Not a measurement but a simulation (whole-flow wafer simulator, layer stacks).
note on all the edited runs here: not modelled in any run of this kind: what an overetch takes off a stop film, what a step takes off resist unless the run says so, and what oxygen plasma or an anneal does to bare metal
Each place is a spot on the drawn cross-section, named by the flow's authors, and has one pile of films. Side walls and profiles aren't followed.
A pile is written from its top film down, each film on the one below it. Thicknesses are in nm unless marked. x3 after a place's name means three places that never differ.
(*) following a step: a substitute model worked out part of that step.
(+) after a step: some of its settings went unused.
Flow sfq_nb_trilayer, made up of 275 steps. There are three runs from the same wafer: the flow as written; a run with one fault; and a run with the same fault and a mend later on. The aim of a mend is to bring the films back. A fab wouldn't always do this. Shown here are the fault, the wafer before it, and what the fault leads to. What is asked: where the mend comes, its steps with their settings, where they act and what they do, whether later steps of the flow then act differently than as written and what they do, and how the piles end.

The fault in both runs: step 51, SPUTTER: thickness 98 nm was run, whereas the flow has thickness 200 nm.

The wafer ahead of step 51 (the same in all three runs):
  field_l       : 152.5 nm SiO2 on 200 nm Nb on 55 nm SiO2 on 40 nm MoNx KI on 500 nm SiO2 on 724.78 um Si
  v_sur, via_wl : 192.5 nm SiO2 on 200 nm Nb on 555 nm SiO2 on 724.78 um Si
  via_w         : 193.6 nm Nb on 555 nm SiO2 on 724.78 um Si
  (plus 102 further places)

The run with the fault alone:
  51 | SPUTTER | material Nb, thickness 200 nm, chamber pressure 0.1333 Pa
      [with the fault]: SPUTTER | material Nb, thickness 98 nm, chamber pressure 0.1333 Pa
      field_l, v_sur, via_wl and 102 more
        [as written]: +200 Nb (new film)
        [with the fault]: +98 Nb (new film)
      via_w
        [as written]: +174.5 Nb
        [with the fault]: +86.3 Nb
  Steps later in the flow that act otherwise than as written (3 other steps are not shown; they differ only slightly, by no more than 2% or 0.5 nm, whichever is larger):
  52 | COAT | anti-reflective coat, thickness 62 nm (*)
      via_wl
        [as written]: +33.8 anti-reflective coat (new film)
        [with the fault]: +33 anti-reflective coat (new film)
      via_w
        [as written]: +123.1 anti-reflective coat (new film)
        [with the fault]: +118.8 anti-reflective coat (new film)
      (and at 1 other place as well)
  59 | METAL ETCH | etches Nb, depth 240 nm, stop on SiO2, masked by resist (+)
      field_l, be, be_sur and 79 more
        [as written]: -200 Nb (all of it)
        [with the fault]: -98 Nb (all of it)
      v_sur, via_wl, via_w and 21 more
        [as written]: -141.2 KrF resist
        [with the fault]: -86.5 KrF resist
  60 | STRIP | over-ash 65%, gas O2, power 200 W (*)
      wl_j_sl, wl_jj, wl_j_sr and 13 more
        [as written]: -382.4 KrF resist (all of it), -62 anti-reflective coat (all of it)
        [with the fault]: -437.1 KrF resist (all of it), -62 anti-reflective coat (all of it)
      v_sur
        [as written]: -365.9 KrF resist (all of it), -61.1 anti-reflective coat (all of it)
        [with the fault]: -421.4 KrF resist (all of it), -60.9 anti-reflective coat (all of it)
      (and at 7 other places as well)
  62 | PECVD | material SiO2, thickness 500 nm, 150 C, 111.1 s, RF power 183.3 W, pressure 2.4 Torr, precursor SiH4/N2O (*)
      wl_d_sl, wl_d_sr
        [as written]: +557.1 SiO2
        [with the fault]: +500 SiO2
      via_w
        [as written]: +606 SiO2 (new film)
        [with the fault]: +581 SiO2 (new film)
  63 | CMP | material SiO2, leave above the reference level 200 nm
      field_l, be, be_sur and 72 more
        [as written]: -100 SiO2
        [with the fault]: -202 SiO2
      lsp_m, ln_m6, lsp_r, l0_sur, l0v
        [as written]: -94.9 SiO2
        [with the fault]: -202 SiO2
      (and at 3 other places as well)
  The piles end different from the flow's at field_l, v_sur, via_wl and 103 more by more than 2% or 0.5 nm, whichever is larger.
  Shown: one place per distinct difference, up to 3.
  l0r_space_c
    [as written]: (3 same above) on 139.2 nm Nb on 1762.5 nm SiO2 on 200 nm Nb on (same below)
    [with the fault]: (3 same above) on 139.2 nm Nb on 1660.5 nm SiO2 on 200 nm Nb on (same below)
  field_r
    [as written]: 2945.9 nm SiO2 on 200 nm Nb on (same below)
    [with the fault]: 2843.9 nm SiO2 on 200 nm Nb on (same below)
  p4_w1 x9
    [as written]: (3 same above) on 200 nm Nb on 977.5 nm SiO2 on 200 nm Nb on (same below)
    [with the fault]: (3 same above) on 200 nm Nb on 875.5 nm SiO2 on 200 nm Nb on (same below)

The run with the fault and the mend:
  After step 51 comes the mend.
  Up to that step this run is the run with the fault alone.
  51a | SPUTTER | material Nb, thickness 102 nm, chamber pressure 0.1333 Pa (the flow's step 51 again, with other settings)
      field_l, v_sur, via_wl and 102 more
        +102 Nb
      via_w
        +83.8 Nb
  Later steps of the flow that are run all act as written at every place that is followed, up to a difference of at most 2% or 0.5 nm, whichever is larger.
  When the end is reached, the piles differ only a little from the flow's at the places that both follow, at most by 2% or 0.5 nm, whichever is larger.
